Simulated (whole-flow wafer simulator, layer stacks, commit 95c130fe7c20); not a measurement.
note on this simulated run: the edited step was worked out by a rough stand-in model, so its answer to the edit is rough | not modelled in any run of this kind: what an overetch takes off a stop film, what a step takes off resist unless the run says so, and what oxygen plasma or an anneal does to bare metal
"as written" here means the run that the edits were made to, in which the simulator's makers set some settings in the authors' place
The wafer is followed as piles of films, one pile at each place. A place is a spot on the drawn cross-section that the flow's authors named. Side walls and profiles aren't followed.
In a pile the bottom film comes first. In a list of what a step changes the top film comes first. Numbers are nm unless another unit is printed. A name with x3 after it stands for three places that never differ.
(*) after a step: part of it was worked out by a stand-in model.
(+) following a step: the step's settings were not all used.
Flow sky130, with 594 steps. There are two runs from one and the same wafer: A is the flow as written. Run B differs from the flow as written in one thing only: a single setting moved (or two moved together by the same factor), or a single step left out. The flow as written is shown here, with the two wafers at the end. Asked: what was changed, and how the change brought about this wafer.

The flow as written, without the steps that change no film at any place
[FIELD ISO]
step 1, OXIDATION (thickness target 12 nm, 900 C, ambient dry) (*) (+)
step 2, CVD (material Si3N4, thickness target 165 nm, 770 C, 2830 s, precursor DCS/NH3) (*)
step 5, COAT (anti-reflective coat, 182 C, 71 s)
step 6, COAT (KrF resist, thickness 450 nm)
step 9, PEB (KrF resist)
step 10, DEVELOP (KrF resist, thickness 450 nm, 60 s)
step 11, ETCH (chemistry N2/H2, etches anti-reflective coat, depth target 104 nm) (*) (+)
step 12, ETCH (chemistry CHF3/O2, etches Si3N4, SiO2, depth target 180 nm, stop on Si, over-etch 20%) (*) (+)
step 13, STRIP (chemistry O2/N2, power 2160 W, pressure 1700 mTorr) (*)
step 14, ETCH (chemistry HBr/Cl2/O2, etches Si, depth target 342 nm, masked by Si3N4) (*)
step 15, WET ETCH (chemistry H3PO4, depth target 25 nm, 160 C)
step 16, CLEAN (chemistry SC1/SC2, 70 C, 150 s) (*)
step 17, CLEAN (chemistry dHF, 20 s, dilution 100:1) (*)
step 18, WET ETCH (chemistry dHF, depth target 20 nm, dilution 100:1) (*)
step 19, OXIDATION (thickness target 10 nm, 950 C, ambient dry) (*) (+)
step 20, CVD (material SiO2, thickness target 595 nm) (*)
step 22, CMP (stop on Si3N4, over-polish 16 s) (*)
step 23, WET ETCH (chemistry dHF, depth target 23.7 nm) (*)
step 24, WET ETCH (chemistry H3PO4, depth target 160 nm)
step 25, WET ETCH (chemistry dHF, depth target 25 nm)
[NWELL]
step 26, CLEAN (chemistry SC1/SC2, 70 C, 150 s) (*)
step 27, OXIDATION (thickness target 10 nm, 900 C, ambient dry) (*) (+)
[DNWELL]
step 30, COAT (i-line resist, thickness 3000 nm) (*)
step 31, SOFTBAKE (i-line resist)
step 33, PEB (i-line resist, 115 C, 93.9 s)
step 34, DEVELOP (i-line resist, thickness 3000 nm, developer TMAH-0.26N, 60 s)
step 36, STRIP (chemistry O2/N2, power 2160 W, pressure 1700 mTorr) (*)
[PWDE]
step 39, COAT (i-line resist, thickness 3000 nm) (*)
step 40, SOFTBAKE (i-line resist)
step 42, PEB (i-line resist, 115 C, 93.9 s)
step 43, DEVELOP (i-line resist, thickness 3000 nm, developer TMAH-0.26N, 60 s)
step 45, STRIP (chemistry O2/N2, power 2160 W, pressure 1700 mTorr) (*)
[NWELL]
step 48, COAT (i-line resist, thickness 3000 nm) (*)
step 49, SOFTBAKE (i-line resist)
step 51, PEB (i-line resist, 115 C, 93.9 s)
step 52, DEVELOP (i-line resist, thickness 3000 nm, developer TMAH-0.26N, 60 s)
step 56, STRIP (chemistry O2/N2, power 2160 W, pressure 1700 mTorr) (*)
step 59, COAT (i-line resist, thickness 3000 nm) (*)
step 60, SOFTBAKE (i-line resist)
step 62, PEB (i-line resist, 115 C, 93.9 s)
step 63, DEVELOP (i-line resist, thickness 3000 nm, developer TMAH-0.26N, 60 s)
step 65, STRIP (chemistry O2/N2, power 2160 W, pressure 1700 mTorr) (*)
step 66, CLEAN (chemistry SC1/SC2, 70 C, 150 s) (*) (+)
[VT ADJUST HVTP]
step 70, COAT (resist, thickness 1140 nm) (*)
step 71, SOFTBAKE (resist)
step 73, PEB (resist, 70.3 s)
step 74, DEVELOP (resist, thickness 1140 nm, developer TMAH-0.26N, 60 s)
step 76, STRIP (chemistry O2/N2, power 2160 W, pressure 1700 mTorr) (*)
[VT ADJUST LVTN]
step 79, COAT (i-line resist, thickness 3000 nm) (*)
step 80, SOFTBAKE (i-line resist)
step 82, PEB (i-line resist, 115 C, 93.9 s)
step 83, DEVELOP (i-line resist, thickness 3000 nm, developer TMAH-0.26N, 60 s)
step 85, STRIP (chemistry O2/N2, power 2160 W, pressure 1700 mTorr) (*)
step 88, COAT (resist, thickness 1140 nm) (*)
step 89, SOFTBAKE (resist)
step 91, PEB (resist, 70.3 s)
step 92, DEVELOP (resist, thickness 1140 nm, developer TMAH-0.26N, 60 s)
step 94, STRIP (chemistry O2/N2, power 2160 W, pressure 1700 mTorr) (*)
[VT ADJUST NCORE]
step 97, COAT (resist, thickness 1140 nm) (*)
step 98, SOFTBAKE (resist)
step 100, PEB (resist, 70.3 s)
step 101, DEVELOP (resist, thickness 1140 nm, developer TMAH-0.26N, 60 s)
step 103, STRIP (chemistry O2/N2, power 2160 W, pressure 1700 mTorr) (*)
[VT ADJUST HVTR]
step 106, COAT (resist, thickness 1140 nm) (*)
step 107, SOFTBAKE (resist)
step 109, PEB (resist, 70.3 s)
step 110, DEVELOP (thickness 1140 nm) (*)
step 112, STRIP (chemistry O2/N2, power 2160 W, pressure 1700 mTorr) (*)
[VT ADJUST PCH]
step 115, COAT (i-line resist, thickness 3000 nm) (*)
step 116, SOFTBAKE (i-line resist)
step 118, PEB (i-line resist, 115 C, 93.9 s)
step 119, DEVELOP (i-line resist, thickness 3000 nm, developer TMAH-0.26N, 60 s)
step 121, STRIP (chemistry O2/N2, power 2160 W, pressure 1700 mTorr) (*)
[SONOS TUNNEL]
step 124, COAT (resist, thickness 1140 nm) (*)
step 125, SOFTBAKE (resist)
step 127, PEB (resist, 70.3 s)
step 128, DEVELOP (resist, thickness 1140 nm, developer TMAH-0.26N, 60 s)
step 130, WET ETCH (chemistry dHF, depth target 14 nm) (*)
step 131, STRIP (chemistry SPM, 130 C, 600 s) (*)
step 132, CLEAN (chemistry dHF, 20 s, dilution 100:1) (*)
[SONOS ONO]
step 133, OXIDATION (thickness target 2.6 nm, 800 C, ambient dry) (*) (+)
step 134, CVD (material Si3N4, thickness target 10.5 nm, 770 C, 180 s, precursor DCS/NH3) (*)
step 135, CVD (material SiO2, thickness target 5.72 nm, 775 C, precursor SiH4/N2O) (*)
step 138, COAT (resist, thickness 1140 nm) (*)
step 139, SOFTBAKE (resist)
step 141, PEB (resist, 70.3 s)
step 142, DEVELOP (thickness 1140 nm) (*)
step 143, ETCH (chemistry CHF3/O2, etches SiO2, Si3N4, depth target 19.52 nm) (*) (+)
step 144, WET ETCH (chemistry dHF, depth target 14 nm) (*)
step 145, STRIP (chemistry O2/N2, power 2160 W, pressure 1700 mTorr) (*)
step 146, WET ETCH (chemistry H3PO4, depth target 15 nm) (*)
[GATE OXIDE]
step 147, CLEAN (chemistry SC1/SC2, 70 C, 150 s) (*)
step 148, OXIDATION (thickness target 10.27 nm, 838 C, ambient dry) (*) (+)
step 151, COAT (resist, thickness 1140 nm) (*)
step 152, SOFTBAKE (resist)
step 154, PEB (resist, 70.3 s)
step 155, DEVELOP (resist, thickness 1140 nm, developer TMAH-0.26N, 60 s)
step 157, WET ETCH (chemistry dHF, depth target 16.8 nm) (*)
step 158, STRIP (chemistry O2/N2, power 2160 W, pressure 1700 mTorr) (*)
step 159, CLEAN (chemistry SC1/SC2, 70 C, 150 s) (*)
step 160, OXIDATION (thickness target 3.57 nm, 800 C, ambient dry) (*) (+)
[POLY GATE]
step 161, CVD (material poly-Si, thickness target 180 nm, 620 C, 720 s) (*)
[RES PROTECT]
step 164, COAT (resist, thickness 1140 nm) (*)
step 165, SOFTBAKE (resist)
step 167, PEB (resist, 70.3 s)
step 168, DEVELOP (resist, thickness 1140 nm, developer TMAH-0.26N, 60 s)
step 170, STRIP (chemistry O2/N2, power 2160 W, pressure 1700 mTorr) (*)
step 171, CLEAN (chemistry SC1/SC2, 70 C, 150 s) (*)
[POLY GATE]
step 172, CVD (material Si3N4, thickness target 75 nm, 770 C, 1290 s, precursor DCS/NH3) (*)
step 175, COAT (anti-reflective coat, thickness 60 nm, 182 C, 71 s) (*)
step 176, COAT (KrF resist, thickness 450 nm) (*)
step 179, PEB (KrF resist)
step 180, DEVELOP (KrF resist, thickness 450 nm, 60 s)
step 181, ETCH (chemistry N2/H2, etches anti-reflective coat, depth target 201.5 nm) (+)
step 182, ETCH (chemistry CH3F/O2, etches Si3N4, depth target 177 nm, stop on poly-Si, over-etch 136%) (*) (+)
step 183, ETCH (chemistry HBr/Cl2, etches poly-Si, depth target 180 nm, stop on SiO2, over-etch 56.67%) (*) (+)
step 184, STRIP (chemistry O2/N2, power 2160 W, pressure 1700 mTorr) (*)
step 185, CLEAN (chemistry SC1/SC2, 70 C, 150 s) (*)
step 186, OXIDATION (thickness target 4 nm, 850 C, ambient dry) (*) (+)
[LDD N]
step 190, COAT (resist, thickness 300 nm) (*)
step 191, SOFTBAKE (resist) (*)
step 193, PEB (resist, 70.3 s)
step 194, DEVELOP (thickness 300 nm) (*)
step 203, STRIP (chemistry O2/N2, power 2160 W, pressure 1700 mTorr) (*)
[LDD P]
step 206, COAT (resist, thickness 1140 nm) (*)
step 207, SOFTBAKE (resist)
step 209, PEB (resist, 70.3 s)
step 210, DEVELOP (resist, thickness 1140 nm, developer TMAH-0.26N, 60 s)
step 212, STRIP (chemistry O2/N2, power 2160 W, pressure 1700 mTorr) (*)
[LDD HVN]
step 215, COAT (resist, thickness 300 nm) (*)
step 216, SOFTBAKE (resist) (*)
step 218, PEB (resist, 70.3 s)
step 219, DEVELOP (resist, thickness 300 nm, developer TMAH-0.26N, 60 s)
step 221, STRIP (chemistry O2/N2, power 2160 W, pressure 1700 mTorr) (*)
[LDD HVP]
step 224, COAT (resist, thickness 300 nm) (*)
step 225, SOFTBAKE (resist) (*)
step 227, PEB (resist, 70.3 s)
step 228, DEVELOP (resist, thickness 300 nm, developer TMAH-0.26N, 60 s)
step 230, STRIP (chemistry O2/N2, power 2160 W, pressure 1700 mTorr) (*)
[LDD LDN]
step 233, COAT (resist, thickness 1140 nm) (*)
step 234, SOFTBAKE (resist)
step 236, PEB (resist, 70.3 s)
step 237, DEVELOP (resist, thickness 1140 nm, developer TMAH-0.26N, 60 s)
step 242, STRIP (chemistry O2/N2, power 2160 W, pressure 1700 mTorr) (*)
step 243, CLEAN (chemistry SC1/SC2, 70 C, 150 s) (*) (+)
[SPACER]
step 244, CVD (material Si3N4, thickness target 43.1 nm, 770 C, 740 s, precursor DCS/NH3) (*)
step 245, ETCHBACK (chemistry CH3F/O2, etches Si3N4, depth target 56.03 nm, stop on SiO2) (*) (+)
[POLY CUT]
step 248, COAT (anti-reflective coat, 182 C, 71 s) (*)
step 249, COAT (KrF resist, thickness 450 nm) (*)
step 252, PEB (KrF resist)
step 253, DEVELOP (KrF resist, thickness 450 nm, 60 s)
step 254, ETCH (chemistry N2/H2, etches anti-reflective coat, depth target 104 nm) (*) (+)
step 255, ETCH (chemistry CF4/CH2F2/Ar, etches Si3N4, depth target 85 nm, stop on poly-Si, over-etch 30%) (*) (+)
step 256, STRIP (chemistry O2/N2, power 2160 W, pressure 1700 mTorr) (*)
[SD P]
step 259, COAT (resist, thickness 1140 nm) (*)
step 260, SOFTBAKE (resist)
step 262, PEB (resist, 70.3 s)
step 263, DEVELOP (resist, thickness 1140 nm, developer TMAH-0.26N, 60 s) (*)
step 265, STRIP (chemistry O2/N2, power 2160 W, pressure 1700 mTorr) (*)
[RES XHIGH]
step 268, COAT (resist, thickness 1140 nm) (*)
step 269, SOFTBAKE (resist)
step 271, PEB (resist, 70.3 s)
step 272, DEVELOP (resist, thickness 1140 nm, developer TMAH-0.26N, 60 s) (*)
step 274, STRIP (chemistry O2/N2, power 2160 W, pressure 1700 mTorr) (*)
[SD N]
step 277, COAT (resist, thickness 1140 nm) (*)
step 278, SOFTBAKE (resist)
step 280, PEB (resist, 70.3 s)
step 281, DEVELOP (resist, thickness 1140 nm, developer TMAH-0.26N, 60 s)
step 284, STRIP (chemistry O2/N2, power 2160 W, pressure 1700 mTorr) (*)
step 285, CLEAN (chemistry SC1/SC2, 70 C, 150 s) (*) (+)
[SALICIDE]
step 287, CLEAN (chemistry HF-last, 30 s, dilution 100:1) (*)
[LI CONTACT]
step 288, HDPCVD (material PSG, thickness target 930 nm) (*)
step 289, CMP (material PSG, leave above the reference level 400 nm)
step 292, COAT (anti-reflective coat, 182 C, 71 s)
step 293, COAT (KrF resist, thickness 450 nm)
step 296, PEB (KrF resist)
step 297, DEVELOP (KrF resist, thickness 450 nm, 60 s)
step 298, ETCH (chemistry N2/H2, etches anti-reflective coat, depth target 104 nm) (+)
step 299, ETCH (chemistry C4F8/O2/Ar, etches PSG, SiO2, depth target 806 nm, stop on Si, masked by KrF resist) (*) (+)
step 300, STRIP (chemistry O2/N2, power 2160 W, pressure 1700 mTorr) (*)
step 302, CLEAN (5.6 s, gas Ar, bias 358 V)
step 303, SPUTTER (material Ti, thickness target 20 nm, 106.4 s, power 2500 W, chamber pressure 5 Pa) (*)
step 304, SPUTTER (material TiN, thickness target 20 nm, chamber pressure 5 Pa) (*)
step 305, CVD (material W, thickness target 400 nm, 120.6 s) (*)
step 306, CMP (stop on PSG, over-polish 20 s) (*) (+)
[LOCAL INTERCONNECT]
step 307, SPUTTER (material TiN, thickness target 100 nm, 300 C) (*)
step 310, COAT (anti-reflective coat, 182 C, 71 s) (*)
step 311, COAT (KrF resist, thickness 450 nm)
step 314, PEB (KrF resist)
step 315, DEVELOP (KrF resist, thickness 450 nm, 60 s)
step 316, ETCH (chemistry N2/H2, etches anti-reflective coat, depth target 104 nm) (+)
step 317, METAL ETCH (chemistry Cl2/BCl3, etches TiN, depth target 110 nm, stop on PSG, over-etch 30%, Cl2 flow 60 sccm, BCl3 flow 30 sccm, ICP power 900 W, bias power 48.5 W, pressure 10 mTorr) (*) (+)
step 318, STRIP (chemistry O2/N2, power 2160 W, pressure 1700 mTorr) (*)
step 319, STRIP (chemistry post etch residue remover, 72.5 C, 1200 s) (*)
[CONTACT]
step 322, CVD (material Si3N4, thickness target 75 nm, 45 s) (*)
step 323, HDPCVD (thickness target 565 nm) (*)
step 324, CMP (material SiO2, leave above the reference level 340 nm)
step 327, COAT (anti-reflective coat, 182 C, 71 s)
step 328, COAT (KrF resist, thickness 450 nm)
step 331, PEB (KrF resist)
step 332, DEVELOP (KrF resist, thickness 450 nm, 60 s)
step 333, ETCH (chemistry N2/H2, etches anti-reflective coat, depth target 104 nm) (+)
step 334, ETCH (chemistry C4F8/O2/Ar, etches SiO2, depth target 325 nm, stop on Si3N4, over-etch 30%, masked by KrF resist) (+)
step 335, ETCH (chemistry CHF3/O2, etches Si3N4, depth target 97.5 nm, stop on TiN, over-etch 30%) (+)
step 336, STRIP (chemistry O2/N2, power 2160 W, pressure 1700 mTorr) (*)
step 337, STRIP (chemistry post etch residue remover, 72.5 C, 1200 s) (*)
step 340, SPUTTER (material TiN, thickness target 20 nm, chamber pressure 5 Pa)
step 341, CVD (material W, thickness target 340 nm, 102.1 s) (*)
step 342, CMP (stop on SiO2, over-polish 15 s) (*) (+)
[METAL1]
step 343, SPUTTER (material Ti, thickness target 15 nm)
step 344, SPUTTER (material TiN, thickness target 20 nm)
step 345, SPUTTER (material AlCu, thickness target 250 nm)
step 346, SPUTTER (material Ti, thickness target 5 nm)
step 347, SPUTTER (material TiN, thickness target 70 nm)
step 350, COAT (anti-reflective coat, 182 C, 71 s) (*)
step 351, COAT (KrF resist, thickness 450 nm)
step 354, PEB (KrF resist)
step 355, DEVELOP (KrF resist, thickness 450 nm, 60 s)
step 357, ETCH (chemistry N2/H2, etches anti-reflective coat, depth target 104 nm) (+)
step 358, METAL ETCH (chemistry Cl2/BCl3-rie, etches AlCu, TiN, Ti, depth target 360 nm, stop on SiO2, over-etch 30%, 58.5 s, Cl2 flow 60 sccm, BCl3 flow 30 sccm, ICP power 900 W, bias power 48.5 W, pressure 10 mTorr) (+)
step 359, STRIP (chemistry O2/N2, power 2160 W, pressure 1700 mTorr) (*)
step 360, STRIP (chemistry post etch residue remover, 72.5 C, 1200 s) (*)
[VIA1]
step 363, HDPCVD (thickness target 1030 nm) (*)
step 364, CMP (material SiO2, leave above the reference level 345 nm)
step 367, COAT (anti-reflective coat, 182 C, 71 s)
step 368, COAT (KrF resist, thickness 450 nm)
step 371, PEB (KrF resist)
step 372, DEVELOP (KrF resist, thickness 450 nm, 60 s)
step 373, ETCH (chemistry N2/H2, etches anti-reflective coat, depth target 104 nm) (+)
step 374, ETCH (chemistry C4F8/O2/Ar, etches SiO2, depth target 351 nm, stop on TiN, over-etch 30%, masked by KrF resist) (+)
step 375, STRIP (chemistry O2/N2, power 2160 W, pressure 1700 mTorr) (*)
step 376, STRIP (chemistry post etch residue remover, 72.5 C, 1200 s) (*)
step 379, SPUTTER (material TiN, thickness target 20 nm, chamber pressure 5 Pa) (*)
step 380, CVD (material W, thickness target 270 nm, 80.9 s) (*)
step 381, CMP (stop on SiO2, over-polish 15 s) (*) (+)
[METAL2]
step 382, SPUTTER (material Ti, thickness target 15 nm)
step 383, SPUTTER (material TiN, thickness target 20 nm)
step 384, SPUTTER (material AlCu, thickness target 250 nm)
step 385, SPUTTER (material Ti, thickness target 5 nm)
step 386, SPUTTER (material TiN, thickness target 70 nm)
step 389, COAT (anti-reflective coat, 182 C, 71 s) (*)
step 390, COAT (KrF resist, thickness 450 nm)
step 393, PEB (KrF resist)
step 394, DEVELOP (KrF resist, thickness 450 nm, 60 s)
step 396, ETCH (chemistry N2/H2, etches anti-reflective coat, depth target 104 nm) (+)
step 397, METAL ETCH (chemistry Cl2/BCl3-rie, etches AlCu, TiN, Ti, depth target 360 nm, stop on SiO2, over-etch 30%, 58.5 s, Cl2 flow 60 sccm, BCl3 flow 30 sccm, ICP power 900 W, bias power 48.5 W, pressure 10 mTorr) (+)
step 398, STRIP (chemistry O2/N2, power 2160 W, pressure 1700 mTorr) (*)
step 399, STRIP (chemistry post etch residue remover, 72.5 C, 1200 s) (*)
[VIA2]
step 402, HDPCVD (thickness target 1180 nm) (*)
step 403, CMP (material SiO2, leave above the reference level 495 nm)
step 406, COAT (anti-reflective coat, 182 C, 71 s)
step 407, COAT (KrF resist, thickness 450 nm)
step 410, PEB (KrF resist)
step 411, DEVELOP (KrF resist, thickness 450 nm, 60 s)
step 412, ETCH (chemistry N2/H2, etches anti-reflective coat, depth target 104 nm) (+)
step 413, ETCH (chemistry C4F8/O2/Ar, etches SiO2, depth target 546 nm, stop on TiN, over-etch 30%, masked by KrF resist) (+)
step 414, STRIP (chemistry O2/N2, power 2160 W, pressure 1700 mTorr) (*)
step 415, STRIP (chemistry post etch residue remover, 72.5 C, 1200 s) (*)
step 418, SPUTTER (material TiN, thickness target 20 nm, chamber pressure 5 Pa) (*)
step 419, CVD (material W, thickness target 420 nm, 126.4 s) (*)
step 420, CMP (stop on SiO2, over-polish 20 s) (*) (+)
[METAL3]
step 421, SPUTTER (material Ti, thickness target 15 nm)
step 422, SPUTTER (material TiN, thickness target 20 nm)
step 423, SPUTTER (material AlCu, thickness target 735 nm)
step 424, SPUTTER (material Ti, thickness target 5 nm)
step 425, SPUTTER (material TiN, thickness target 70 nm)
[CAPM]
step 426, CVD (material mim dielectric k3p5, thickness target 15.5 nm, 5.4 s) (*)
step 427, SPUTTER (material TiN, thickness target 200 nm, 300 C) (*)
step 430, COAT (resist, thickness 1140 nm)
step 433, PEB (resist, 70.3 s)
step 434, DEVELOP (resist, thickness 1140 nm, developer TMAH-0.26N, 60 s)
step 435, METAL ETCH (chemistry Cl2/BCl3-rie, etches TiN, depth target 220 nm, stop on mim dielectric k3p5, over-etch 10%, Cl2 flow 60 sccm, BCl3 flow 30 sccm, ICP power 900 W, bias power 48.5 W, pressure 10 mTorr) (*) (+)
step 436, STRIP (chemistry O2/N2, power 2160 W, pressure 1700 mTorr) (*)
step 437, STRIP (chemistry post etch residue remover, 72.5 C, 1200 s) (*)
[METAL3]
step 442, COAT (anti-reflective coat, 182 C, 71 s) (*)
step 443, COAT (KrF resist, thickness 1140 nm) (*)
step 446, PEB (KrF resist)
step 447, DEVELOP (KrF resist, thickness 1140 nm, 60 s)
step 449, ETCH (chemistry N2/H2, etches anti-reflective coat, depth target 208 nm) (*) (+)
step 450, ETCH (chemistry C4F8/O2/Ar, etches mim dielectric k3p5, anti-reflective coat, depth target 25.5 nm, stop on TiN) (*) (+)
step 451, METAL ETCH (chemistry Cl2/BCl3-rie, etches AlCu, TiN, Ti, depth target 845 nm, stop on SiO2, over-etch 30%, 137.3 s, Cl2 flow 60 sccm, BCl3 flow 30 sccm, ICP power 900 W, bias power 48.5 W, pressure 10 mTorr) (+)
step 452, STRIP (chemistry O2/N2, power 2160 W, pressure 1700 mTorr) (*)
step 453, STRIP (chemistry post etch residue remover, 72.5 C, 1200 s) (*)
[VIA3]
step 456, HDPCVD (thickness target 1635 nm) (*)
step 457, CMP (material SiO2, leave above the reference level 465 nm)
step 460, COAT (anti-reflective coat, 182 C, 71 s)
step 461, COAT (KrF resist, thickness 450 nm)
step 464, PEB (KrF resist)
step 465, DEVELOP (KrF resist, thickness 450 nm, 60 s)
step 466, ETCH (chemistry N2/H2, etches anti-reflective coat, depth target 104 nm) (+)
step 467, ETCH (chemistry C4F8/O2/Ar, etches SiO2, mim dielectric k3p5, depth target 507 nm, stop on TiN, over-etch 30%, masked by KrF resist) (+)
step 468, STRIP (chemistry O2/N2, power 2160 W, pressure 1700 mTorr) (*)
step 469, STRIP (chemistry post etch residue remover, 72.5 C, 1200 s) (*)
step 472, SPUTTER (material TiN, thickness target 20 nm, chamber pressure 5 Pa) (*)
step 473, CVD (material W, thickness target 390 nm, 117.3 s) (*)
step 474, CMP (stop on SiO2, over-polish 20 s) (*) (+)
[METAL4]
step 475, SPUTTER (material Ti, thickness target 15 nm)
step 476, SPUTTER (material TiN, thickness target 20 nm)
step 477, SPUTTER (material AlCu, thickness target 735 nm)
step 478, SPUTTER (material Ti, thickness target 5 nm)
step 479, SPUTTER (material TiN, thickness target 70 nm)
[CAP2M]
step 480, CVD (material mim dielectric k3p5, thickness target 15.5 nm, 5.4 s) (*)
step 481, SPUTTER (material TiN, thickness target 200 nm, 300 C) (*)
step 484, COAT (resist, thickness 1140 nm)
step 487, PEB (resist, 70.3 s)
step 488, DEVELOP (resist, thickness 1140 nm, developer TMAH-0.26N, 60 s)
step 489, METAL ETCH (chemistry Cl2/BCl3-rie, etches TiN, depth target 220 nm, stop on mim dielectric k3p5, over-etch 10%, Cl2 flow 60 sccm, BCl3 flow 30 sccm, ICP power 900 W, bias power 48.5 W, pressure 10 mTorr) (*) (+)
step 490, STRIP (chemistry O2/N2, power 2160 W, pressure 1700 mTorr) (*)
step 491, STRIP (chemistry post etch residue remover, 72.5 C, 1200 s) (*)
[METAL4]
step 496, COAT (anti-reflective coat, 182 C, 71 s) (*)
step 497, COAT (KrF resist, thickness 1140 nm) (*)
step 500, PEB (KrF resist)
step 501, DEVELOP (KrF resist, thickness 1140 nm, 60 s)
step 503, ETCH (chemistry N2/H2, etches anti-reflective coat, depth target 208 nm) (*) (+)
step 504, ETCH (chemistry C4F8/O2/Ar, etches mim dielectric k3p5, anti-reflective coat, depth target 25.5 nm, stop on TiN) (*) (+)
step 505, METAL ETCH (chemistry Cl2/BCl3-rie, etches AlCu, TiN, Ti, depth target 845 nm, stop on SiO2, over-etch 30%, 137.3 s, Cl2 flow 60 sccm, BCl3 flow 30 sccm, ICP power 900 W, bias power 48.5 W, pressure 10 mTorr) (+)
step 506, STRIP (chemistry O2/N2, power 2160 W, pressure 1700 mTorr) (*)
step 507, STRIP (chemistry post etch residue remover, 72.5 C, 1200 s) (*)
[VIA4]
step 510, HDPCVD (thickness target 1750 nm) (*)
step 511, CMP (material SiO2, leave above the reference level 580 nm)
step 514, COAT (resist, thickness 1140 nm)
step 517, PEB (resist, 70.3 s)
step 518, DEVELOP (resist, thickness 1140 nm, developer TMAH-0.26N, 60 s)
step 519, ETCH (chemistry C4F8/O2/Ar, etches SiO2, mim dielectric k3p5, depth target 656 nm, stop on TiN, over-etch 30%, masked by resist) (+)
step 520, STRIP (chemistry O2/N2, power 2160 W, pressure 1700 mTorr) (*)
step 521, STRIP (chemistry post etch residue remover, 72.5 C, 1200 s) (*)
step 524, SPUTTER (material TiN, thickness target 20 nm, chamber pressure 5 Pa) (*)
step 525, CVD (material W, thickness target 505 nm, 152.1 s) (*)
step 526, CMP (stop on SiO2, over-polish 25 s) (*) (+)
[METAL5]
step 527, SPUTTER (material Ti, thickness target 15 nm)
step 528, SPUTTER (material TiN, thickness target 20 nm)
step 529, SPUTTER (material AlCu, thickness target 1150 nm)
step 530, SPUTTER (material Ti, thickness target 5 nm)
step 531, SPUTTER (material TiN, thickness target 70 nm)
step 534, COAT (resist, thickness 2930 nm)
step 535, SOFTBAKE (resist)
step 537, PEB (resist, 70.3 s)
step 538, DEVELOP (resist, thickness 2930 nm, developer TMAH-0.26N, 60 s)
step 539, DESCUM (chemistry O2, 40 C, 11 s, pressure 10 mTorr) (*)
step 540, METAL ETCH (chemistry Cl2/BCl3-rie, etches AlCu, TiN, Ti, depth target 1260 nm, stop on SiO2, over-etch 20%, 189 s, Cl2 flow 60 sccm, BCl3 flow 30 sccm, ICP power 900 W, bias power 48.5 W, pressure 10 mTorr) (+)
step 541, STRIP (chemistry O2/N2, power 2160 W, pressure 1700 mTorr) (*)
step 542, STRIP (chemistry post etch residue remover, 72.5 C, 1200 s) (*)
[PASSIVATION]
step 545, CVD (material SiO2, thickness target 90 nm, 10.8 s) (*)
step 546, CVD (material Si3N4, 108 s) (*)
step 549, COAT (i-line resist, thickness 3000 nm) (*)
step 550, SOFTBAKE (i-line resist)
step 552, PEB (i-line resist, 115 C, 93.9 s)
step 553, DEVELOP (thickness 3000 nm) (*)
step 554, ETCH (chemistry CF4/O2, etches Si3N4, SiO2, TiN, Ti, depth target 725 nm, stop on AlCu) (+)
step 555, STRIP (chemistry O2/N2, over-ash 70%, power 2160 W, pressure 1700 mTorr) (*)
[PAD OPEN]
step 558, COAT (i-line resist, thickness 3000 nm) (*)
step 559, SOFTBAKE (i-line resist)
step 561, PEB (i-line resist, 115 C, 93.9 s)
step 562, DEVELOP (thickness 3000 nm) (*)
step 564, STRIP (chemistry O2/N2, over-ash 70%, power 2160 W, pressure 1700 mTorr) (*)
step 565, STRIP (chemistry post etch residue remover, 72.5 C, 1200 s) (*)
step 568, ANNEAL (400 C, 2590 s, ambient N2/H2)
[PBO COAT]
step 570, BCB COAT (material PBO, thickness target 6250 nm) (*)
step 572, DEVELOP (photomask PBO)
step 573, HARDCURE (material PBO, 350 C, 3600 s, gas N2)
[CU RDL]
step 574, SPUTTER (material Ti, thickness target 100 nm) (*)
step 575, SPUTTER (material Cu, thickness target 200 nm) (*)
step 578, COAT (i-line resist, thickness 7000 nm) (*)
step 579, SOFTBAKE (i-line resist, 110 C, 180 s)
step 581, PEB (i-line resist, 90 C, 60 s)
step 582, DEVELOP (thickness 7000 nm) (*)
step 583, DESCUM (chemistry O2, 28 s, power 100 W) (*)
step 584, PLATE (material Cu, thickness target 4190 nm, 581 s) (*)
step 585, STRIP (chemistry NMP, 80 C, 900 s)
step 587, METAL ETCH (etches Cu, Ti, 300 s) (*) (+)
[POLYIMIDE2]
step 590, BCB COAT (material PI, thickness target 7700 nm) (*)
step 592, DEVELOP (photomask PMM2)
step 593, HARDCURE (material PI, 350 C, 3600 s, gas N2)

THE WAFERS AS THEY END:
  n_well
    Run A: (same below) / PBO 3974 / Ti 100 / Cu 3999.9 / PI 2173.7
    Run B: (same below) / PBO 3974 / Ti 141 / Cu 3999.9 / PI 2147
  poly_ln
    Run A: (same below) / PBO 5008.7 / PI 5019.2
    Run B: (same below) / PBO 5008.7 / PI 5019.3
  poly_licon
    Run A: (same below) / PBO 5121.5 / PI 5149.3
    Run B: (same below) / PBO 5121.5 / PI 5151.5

Cause: step 574, SPUTTER: thickness target 141 nm was run, whereas the flow has thickness target 100 nm.
The wafer itself shows it: n_well has Ti 141, and step 574 as written asks for 100 nm.

How this came from the change, step by step:
  step 574, SPUTTER (material Ti, thickness target 100 nm) (*)
      field, active, n_well and 190 more: A Ti gains 100 (new film) | B Ti gains 141 (new film)
  step 587, METAL ETCH (etches Cu, Ti, 300 s) (*) (+)
      field, active, gate and 167 more: A Cu loses 200 (all of it), Ti loses 100 (all of it) | B Cu loses 200 (all of it), Ti loses 141 (all of it)
  step 590, BCB COAT (material PI, thickness target 7700 nm) (*)
      de16_gate_nw: A PI gains 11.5 um (new film) | B PI gains 11.54 um (new film)
